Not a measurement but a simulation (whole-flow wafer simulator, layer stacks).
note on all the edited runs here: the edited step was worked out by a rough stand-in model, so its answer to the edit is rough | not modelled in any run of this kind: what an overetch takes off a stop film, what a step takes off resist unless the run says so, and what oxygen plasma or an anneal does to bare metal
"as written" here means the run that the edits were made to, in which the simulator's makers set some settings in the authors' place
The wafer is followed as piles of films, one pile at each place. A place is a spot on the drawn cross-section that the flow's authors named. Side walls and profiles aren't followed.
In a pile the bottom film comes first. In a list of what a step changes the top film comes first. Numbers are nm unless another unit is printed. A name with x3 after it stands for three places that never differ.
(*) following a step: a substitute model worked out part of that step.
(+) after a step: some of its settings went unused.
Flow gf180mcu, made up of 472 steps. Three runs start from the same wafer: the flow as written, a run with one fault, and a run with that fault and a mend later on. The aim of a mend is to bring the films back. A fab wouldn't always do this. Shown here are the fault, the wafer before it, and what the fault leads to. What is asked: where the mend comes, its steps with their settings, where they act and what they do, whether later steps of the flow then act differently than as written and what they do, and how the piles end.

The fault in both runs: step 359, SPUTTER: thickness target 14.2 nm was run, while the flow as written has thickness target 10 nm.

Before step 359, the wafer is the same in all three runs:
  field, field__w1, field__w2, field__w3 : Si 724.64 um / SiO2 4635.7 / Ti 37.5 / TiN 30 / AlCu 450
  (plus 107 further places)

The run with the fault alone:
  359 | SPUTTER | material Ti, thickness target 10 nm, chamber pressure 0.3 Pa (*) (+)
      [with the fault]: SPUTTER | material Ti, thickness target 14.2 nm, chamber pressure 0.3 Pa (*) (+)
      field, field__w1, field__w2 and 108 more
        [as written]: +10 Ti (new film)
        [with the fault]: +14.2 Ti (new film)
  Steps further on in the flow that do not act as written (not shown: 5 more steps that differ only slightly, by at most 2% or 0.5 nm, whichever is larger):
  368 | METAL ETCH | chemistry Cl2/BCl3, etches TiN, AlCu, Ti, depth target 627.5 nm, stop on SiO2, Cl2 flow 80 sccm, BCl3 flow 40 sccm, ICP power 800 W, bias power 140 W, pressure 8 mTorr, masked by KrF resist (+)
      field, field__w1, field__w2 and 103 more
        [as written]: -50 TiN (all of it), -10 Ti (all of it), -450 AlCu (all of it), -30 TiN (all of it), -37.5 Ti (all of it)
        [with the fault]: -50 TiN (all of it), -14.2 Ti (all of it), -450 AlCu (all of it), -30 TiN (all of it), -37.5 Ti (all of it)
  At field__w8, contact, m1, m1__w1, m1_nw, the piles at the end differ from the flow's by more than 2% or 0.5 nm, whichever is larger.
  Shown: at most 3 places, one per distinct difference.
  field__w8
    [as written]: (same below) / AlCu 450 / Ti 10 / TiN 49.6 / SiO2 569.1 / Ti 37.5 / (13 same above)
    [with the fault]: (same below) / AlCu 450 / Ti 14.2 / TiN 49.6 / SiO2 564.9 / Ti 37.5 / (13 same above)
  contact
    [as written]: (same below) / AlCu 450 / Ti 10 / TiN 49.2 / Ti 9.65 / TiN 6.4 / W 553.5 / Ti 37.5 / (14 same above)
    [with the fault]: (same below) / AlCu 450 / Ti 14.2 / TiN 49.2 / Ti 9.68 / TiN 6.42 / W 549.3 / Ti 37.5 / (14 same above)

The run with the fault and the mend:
  After step 359 comes the mend.
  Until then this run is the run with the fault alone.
  359a | METAL ETCH | chemistry Cl2/BCl3, etches TiN, AlCu, Ti, depth target 4.2 nm, Cl2 flow 80 sccm, BCl3 flow 40 sccm, ICP power 800 W, bias power 140 W, pressure 8 mTorr (a further turn of the flow's step 260, with different settings)
      field, field__w1, field__w2 and 108 more
        -4.2 Ti
  Later steps of the flow that are run all act as written at every place that is followed.
  The piles end the same as the flow's at every place that both follow.
